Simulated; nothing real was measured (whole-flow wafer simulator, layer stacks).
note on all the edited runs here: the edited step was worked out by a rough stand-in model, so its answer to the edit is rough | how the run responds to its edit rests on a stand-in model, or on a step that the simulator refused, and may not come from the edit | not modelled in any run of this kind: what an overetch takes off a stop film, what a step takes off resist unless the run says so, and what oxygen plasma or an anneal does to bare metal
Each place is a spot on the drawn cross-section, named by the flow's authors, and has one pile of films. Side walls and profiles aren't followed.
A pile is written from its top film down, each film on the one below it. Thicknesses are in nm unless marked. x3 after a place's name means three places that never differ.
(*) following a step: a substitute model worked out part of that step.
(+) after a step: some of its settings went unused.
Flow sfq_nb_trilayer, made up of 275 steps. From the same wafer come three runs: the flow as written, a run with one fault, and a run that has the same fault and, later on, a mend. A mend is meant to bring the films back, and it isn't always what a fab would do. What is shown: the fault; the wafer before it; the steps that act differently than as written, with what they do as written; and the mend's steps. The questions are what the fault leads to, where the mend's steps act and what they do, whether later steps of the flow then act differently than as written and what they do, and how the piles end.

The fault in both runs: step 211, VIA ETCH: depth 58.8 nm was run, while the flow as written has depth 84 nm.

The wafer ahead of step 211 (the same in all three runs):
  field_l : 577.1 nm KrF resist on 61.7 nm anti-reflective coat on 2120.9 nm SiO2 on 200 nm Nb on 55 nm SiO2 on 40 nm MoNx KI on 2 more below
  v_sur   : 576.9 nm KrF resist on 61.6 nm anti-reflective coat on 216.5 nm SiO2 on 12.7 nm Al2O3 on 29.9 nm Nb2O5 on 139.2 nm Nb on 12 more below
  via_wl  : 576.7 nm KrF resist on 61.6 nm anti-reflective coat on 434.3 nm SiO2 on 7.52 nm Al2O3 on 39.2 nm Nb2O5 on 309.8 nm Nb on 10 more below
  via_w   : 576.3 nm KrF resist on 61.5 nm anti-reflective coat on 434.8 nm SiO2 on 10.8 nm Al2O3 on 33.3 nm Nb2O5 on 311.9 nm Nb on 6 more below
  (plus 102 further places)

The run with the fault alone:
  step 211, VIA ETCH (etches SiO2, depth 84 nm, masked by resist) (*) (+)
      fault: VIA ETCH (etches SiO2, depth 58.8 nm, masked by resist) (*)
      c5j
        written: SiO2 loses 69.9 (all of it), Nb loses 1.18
        fault: SiO2 loses 58.8
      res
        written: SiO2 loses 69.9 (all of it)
        fault: SiO2 loses 58.8
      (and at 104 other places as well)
  Later steps of the flow acting differently than as written (5 other steps are not shown; they differ only slightly, by no more than 2% or 0.5 nm, whichever is larger):
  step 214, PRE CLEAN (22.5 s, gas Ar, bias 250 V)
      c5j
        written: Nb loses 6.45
        fault: SiO2 loses 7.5
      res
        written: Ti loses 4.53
        fault: SiO2 loses 7.5
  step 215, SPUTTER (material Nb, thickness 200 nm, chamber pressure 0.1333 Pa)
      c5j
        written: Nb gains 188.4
        fault: Nb gains 192.1 (new film)
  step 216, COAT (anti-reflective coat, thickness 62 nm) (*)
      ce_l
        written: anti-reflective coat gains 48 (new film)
        fault: anti-reflective coat gains 51 (new film)
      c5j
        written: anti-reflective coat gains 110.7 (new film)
        fault: anti-reflective coat gains 102.9 (new film)
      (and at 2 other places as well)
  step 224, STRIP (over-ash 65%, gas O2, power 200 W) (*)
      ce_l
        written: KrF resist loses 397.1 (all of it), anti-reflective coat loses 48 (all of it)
        fault: KrF resist loses 395.3 (all of it), anti-reflective coat loses 51 (all of it)
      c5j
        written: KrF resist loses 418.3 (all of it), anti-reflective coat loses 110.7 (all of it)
        fault: KrF resist loses 412.6 (all of it), anti-reflective coat loses 102.9 (all of it)
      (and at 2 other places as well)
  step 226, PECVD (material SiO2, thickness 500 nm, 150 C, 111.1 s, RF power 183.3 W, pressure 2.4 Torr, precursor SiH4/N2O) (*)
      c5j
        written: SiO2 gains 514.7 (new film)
        fault: SiO2 gains 500 (new film)
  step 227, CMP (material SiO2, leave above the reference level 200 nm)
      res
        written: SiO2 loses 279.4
        fault: SiO2 loses 289.1
  The piles end different from the flow's at c5j, res by more than 2% or 0.5 nm, whichever is larger.
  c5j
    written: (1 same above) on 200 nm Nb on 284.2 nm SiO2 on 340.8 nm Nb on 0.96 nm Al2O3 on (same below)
    fault: (1 same above) on 200 nm Nb on 269.3 nm SiO2 on 192.1 nm Nb on 3.59 nm SiO2 on 160 nm Nb on 0.96 nm Al2O3 on (same below)
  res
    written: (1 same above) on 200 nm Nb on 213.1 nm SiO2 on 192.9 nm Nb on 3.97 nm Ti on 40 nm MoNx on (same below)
    fault: (1 same above) on 200 nm Nb on 203.4 nm SiO2 on 194.5 nm Nb on 3.56 nm SiO2 on 8.5 nm Ti on 40 nm MoNx on (same below)

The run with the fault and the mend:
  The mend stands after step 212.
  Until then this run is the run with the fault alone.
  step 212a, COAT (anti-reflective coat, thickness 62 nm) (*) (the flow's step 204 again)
      ln_m5, p4_fl x3, p4_w1 x9 and 52 more
        anti-reflective coat gains 62 (new film)
      field_r, lsp_m, ln_m6 and 7 more
        anti-reflective coat gains 61.9 (new film)
      v_sur, via_wl
        anti-reflective coat gains 61.5 (new film)
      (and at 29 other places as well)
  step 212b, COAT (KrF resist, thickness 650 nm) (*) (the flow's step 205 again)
      l0_sur, l0v, p4_fl x3 and 44 more
        KrF resist gains 650 (new film)
      wl_b_m5, wl_b_sr, wl_c_sl and 12 more
        KrF resist gains 649.9 (new film)
      ln_m6, wl_j_sl, wl_j_sr
        KrF resist gains 650.2 (new film)
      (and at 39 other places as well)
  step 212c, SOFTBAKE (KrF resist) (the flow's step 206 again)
      does not change any film at any place that is followed
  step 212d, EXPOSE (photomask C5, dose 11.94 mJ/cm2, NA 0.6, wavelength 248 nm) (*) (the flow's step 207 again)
      does not change any film at any place that is followed
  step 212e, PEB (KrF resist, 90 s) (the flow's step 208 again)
      field_l, sp_r, moat and 79 more
        KrF resist loses 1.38
      v_sur, via_wl, via_w, via_wr, via_sp, be_sur, jj_sur, res
        KrF resist loses 1.37
      r5r_line_l, r5r_line_c, r5r_line_r
        KrF resist loses 1.34
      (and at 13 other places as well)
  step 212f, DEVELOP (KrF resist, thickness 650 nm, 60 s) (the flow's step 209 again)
      field_l, v_sur, via_wl and 101 more
        KrF resist loses 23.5
      c5j
        KrF resist loses 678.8 (all of it)
      res
        KrF resist loses 647.5 (all of it)
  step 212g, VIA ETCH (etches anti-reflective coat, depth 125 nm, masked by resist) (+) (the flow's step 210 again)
      field_l, v_sur, via_wl and 101 more
        KrF resist loses 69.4
      c5j
        anti-reflective coat loses 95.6 (all of it), SiO2 loses 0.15
      res
        anti-reflective coat loses 84.5 (all of it), SiO2 loses 0.2
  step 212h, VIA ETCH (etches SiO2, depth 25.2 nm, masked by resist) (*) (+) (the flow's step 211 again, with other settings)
      field_l, v_sur, via_wl and 101 more
        KrF resist loses 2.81
      c5j
        SiO2 loses 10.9 (all of it), Nb loses 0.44
      res
        SiO2 loses 10.9 (all of it)
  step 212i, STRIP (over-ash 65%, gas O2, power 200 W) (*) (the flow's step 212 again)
      p4_fl x3, p4_w1 x9, p4_g1 x2 and 33 more
        KrF resist loses 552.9 (all of it), anti-reflective coat loses 62 (all of it)
      wl_b_sl, wl_b_m5, wl_b_sr and 14 more
        KrF resist loses 552.7 (all of it), anti-reflective coat loses 62 (all of it)
      wl_j_sl, wl_j_sr
        KrF resist loses 553 (all of it), anti-reflective coat loses 60.2 (all of it)
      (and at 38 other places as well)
  Later steps of the flow that are run all act as written at every place that is followed, up to a difference of at most 2% or 0.5 nm, whichever is larger.
  The piles end only slightly different from the flow's at the places that both follow, by no more than 2% or 0.5 nm, whichever is larger.
